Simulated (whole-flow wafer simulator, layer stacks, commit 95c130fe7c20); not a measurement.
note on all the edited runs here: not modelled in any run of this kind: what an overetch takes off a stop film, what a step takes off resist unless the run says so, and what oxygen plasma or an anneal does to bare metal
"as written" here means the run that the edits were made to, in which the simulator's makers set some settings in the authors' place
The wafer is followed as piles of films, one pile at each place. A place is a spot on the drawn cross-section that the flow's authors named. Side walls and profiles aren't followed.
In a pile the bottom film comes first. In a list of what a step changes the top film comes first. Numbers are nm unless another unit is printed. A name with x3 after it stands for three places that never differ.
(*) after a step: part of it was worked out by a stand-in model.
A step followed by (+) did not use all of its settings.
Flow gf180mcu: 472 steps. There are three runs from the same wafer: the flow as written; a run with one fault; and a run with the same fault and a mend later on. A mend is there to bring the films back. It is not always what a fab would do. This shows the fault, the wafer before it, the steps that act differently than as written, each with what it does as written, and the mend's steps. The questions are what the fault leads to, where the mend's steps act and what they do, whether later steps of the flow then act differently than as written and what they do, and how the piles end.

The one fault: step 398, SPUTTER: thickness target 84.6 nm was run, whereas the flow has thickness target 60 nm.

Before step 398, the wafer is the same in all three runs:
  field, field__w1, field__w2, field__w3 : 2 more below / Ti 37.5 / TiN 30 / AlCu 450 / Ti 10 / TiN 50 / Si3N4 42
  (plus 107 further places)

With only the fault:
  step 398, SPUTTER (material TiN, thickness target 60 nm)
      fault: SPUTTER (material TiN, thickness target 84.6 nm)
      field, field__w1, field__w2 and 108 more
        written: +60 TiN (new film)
        fault: +84.6 TiN (new film)
  Later steps of the flow acting differently than as written (5 more steps, not shown, differ only slightly: by at most 2% or 0.5 nm, whichever is larger):
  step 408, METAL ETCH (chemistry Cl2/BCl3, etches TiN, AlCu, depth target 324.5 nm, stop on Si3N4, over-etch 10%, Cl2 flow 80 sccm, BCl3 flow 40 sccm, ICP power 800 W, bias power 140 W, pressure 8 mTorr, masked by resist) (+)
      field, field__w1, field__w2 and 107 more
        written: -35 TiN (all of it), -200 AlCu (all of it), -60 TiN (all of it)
        fault: -35 TiN (all of it), -200 AlCu (all of it), -84.6 TiN (all of it)
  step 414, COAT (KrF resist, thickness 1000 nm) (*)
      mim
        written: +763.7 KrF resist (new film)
        fault: +745.1 KrF resist (new film)
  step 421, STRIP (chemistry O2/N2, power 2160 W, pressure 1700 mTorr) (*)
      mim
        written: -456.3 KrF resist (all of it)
        fault: -438 KrF resist (all of it)
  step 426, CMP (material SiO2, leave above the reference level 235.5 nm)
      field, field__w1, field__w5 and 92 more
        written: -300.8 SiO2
        fault: -276.2 SiO2
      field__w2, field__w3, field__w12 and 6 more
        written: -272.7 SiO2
        fault: -248.1 SiO2
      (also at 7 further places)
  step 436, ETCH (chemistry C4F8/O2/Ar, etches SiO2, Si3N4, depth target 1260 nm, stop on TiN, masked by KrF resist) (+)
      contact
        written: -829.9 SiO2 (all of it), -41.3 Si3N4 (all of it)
        fault: -854.5 SiO2 (all of it), -41.3 Si3N4 (all of it)
  The piles end different from the flow's at field__w8, contact, m1, m1__w1, mim, m1_nw by more than 2% or 0.5 nm, whichever is larger.
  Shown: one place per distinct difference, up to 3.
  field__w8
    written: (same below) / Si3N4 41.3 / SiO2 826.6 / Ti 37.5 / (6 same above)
    fault: (same below) / Si3N4 41.3 / SiO2 851.2 / Ti 37.5 / (6 same above)
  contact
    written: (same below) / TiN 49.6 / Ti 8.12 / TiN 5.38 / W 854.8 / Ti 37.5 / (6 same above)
    fault: (same below) / TiN 49.6 / Ti 8.01 / TiN 5.3 / W 879.6 / Ti 37.5 / (6 same above)
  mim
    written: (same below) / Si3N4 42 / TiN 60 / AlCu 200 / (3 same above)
    fault: (same below) / Si3N4 42 / TiN 84.6 / AlCu 200 / (3 same above)

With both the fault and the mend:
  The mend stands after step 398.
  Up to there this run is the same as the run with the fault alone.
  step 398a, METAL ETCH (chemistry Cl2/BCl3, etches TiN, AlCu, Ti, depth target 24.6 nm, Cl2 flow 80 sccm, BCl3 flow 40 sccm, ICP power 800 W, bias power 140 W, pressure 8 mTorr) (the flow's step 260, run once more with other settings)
      field, field__w1, field__w2 and 108 more
        -24.6 TiN
  None of the later steps of the flow acts differently than as written at any place that is followed.
  At every place that both follow, the piles at the end match the flow's.
